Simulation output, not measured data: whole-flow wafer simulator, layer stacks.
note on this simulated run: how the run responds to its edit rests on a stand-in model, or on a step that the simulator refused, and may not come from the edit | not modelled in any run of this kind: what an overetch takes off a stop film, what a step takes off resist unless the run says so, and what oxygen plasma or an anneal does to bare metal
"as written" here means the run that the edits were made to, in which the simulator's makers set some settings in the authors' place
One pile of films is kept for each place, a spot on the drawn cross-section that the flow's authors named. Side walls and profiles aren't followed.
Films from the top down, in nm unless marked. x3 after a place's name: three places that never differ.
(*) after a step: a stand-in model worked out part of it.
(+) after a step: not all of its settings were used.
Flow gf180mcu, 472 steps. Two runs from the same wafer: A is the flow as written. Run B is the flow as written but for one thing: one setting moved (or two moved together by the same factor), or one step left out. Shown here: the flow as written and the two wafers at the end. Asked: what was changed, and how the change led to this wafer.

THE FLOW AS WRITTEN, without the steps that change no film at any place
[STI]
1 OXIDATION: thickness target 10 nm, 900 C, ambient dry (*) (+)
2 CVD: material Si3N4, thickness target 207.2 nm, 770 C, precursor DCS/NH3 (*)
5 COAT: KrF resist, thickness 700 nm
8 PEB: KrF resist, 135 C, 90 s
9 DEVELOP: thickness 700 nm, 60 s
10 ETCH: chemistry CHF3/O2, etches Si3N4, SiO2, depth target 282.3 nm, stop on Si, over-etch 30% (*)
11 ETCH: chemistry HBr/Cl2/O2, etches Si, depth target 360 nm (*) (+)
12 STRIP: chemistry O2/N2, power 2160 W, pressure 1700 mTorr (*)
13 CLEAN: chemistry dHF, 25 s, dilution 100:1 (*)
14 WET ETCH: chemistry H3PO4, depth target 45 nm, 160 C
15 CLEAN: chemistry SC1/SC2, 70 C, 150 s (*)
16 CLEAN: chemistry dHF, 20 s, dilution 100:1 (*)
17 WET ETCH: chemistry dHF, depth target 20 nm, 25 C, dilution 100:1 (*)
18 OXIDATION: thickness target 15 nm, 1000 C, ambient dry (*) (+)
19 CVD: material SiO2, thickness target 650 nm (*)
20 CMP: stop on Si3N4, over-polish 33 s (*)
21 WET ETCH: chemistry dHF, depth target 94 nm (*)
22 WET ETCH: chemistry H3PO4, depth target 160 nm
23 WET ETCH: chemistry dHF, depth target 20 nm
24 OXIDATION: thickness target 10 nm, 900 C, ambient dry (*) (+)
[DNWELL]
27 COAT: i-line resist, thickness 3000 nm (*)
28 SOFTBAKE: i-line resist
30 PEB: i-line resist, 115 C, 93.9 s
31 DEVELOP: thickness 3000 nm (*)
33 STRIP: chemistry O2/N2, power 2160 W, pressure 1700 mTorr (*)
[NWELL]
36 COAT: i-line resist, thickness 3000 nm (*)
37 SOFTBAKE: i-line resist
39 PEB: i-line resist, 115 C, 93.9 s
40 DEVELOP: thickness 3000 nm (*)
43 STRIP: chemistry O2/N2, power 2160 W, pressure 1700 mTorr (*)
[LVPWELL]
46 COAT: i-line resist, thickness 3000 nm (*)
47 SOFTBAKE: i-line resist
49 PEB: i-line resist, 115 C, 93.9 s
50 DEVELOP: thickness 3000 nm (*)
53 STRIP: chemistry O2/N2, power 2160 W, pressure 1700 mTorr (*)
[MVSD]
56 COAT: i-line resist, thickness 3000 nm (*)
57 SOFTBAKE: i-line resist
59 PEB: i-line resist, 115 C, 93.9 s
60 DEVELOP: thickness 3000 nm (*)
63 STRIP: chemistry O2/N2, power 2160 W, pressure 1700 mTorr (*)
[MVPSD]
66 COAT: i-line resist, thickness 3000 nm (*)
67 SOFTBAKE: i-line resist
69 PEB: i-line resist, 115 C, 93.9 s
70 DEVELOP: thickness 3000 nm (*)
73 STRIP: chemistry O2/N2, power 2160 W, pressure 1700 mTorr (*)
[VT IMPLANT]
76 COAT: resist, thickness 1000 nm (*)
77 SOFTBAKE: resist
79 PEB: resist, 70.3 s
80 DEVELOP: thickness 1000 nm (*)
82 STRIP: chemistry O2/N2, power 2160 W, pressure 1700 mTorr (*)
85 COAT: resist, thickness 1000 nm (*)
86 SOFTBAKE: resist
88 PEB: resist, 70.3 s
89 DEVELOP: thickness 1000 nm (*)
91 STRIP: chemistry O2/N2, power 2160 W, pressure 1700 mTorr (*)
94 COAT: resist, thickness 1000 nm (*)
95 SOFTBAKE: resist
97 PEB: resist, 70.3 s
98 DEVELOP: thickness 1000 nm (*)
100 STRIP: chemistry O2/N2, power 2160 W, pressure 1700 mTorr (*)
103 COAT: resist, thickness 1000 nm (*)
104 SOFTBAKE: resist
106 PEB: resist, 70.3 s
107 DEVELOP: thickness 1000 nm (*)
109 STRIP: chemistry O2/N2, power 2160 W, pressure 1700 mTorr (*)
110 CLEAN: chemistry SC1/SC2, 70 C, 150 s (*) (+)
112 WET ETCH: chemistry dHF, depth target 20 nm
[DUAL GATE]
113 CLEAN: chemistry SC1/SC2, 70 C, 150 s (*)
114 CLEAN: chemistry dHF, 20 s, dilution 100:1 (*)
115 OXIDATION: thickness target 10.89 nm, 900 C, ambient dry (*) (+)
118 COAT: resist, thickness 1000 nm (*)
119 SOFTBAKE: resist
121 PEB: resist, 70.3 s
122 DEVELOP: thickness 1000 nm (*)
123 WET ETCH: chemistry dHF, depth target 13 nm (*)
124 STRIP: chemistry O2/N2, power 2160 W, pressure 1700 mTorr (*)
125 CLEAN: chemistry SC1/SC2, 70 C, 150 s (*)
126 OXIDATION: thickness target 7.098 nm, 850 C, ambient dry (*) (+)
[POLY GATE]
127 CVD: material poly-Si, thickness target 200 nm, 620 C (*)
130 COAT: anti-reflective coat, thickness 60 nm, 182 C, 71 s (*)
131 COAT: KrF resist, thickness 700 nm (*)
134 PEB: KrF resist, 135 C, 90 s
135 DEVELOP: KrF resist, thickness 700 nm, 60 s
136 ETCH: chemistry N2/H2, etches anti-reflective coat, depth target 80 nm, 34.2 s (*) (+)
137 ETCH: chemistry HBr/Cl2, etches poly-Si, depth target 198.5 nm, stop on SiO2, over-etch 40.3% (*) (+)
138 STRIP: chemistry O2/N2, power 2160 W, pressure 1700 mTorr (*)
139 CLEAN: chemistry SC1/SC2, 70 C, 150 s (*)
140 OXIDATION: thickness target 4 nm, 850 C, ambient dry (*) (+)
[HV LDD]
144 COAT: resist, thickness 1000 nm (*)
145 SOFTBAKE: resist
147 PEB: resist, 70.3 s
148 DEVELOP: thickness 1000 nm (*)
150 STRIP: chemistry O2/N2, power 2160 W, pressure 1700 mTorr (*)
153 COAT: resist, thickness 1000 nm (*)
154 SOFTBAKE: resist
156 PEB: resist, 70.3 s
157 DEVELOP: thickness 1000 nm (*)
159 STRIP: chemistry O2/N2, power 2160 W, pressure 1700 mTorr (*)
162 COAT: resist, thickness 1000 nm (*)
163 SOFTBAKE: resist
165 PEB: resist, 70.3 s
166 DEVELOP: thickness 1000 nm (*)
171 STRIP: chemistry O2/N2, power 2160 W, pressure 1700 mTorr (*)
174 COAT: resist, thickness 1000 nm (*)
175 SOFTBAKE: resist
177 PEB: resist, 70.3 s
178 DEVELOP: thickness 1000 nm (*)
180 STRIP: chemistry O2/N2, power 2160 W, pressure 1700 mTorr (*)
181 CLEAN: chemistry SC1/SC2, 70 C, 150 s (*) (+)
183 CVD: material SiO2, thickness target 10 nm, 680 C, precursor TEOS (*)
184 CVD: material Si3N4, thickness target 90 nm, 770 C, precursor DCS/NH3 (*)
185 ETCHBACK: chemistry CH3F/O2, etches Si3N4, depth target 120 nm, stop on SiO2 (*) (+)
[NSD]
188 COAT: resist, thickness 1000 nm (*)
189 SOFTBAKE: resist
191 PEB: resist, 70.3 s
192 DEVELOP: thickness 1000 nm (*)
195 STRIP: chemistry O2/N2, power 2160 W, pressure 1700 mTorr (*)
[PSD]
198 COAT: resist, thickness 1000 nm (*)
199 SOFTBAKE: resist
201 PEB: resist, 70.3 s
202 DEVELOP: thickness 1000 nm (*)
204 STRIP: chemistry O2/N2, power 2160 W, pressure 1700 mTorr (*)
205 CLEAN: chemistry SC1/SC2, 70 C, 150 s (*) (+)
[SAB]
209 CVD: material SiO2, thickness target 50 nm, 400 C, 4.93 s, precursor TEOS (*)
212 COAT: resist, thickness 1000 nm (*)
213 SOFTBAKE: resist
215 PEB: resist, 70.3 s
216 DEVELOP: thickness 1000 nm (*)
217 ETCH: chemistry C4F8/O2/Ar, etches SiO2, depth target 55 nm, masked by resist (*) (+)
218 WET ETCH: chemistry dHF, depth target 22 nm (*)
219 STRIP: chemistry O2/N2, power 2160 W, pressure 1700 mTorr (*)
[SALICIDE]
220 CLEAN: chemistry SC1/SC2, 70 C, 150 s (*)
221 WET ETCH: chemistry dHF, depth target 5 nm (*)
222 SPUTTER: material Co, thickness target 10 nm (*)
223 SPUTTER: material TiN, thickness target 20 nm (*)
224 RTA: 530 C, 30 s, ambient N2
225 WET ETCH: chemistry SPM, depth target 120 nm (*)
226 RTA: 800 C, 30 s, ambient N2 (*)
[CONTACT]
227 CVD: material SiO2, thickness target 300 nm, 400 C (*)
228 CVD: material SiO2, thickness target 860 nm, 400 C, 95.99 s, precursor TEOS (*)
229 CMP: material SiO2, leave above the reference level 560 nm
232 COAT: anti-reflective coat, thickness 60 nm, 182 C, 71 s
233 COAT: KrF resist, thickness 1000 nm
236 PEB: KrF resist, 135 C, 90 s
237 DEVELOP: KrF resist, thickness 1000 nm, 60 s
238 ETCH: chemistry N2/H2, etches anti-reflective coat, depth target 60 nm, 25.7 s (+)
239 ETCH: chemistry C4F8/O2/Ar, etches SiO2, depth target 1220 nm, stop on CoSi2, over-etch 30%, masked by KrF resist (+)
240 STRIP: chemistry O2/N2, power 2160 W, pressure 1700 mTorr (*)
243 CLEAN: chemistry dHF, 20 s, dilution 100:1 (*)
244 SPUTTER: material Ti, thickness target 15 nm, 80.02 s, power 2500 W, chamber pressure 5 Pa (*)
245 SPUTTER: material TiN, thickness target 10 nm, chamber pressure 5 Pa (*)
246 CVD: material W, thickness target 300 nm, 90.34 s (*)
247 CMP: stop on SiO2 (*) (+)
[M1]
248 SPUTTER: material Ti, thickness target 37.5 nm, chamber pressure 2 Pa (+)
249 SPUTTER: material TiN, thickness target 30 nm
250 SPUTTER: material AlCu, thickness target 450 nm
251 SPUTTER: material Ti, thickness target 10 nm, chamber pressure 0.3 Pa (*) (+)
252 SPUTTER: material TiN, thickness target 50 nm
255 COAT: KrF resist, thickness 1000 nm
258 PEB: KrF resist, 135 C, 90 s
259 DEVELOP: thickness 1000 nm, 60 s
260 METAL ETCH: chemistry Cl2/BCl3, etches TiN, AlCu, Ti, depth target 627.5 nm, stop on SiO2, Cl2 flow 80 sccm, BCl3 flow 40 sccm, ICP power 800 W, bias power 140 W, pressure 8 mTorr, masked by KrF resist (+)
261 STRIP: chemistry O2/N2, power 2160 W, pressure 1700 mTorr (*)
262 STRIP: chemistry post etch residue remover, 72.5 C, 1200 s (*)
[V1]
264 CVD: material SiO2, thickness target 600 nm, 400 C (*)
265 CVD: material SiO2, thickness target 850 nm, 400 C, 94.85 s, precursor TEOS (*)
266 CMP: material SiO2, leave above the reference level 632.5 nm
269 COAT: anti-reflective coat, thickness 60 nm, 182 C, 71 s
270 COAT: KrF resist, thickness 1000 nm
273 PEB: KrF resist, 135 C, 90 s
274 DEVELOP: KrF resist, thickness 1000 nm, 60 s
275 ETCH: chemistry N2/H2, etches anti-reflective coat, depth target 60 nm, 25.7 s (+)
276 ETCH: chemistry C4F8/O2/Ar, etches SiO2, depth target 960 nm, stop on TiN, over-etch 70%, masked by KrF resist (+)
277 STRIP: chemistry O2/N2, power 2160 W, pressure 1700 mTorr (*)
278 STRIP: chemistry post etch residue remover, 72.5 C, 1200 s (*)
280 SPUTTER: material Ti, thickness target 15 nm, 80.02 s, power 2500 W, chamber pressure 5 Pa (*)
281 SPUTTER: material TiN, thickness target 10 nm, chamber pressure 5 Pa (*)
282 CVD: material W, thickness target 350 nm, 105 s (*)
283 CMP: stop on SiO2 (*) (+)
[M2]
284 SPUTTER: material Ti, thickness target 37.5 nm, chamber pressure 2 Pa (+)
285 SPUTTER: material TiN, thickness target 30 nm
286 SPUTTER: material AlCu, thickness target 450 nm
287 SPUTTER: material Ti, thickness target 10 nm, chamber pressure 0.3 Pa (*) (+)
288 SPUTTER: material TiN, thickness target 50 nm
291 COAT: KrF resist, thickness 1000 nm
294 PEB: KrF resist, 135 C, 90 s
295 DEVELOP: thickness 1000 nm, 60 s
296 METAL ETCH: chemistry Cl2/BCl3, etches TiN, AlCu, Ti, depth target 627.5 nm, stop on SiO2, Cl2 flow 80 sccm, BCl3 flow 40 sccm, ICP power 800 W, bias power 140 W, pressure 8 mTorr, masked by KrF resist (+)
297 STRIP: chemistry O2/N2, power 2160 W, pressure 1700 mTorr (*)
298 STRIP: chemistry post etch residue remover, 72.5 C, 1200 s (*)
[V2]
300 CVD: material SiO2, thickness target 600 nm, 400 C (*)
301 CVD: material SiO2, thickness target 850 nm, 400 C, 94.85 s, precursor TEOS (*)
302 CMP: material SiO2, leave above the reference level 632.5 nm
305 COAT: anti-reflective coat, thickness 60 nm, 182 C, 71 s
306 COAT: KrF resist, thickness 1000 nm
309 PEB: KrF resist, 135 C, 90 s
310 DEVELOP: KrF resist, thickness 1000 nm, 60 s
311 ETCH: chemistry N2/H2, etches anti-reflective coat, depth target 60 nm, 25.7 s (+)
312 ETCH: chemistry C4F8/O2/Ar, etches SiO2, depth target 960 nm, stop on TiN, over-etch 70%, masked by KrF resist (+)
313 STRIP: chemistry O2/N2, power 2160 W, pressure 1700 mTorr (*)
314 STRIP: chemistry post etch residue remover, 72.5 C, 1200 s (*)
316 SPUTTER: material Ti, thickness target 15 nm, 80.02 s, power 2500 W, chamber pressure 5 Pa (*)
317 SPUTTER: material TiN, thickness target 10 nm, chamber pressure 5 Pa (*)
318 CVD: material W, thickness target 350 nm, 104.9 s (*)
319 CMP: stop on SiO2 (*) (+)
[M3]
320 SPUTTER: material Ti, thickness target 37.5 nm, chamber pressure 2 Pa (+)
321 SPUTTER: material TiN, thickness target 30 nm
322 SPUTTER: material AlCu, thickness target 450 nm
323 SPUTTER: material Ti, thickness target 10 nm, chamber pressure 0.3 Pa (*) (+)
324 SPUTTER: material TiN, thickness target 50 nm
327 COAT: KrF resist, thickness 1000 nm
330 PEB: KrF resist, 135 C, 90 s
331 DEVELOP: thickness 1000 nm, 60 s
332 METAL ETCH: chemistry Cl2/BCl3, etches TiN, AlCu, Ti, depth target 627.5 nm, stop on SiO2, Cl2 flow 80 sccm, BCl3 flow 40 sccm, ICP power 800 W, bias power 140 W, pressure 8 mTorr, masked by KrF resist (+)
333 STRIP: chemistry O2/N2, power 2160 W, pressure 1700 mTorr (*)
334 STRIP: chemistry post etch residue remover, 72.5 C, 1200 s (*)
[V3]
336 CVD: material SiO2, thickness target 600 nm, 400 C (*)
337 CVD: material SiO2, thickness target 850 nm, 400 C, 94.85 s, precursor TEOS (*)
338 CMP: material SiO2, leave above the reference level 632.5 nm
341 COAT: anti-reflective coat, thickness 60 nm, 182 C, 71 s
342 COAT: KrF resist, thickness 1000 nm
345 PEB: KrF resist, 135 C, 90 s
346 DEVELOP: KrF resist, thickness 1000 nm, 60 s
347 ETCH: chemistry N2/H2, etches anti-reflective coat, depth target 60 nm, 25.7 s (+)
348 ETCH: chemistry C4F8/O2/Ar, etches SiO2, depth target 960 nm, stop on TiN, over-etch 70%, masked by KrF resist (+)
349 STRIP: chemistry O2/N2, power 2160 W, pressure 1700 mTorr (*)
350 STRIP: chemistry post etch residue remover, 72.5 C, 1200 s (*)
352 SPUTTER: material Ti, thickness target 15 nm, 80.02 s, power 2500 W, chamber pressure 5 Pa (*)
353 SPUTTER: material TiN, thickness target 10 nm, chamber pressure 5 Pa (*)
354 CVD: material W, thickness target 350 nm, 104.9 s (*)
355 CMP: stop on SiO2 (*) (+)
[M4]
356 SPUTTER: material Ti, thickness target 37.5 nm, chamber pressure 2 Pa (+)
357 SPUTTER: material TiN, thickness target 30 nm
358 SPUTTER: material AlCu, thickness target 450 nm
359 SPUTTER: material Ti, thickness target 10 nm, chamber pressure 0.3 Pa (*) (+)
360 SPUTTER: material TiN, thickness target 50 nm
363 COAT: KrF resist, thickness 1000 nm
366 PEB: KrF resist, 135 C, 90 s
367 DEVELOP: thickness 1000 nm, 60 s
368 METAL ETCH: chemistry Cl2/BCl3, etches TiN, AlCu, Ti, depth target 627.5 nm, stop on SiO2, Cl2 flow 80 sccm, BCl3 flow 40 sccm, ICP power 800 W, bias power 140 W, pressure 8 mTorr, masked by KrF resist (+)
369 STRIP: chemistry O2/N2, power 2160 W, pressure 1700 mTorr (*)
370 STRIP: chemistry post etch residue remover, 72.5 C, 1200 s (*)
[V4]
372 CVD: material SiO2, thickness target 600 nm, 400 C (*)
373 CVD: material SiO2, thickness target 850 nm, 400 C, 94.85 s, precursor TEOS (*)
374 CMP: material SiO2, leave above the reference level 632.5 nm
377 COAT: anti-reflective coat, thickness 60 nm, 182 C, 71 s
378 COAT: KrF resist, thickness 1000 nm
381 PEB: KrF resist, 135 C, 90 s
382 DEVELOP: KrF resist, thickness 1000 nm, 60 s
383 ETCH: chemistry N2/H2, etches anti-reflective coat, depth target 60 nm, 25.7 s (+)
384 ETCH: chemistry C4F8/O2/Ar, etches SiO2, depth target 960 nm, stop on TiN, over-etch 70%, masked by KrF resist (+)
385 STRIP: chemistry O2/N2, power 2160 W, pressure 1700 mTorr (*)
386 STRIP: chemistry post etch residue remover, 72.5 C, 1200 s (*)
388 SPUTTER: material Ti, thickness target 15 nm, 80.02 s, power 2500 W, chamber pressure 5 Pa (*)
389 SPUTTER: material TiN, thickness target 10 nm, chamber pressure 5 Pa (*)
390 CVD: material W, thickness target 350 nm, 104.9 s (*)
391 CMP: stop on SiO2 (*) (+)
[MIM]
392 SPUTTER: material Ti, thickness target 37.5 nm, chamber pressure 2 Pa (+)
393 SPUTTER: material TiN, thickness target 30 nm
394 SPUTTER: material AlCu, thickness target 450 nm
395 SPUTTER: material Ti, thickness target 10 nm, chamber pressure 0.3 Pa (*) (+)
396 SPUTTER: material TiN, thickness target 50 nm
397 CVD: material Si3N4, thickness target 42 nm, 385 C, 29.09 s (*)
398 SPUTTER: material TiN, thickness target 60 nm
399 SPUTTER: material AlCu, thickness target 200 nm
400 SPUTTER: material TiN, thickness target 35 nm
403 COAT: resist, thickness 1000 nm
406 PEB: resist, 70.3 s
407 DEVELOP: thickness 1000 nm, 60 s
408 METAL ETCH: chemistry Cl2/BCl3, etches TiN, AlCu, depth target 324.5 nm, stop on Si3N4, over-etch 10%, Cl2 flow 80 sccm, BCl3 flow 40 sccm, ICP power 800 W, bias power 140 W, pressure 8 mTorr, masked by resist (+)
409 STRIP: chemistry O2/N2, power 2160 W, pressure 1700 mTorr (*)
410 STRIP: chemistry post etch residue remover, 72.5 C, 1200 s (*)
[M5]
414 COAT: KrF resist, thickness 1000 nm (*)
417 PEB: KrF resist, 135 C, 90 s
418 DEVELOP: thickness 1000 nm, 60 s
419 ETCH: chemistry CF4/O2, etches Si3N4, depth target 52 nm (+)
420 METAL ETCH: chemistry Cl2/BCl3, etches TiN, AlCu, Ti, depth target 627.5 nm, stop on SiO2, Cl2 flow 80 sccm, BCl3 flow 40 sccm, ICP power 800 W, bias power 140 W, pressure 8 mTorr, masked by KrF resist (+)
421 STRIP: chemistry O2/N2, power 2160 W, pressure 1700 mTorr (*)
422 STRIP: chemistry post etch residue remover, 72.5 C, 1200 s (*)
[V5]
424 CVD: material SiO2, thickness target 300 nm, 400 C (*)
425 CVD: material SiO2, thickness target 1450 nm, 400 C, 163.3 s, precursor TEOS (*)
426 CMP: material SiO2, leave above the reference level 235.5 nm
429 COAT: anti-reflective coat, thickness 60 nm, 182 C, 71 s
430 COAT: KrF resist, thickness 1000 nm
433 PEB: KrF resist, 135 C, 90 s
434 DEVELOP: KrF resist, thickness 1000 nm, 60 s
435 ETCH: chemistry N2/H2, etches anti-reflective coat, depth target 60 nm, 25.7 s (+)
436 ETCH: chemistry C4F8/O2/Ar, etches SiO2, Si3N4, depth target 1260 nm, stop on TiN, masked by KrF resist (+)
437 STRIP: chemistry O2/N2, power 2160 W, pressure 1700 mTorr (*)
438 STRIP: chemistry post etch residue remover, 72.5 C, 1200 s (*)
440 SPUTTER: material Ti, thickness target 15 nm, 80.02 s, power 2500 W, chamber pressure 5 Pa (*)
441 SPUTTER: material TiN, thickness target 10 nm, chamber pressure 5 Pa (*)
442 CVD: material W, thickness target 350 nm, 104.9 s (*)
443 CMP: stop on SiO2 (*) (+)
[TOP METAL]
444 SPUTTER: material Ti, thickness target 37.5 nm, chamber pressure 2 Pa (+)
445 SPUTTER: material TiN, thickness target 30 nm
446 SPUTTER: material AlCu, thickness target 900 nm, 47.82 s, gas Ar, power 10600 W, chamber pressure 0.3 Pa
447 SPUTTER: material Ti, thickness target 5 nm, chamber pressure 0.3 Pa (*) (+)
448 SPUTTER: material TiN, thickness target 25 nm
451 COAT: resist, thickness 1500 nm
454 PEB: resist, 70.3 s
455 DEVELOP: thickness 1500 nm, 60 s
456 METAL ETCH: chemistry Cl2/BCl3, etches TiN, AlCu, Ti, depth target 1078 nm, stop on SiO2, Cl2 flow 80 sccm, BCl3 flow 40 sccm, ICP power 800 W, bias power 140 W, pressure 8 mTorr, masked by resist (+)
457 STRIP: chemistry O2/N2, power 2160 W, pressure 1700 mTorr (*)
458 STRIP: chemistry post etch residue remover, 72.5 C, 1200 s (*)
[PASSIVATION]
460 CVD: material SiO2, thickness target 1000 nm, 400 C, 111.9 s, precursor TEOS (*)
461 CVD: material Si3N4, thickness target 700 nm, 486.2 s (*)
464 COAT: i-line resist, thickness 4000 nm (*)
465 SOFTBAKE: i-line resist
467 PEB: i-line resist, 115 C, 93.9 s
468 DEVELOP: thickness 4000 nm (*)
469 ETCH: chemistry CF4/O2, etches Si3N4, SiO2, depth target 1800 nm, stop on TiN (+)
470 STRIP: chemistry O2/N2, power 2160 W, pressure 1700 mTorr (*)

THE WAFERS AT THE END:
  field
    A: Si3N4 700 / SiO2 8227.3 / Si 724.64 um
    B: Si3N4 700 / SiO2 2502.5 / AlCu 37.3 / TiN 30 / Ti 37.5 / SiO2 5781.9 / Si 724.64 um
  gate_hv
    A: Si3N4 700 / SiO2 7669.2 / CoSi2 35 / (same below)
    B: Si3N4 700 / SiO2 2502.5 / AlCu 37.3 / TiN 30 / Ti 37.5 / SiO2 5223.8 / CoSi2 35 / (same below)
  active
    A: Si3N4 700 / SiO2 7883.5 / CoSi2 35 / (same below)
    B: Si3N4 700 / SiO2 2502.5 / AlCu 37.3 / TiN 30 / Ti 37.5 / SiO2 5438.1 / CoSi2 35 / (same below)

The cause: step 394, SPUTTER: thickness target 612 nm was run, where the flow has thickness target 450 nm.

How the change led to this, step by step:
  394 SPUTTER: material AlCu, thickness target 450 nm
      field, field__w1, field__w2 and 108 more: A AlCu +450 (new film) | B AlCu +612 (new film)
  420 METAL ETCH: chemistry Cl2/BCl3, etches TiN, AlCu, Ti, depth target 627.5 nm, stop on SiO2, Cl2 flow 80 sccm, BCl3 flow 40 sccm, ICP power 800 W, bias power 140 W, pressure 8 mTorr, masked by KrF resist (+)
      field, field__w1, field__w2 and 101 more: A TiN -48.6 (all of it), Ti -10 (all of it), AlCu -450 (all of it), TiN -30 (all of it), Ti -37.5 (all of it) | B TiN -48.6 (all of it), Ti -10 (all of it), AlCu -568.9
  422 STRIP: chemistry post etch residue remover, 72.5 C, 1200 s (*)
      field, field__w1, field__w2 and 101 more: A nothing | B AlCu -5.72
  424 CVD: material SiO2, thickness target 300 nm, 400 C (*)
      field, field__w1, field__w2 and 101 more: A SiO2 +300 | B SiO2 +300 (new film)
  426 CMP: material SiO2, leave above the reference level 235.5 nm
      field, field__w1, field__w5 and 92 more: A SiO2 -300.8 | B SiO2 -243.7
      field__w2, field__w3, field__w12 and 6 more: A SiO2 -272.7 | B SiO2 -212.9
Counting metal films that touch as one body, field has 1 body; the flow as written gives 0 bodies.
Counting metal films that touch as one body, gate_hv has 2 bodies (between them, from the top down: SiO2 5223.8); the flow as written gives 1 body.
Counting metal films that touch as one body, active has 2 bodies (between them, from the top down: SiO2 5438.1); the flow as written gives 1 body.
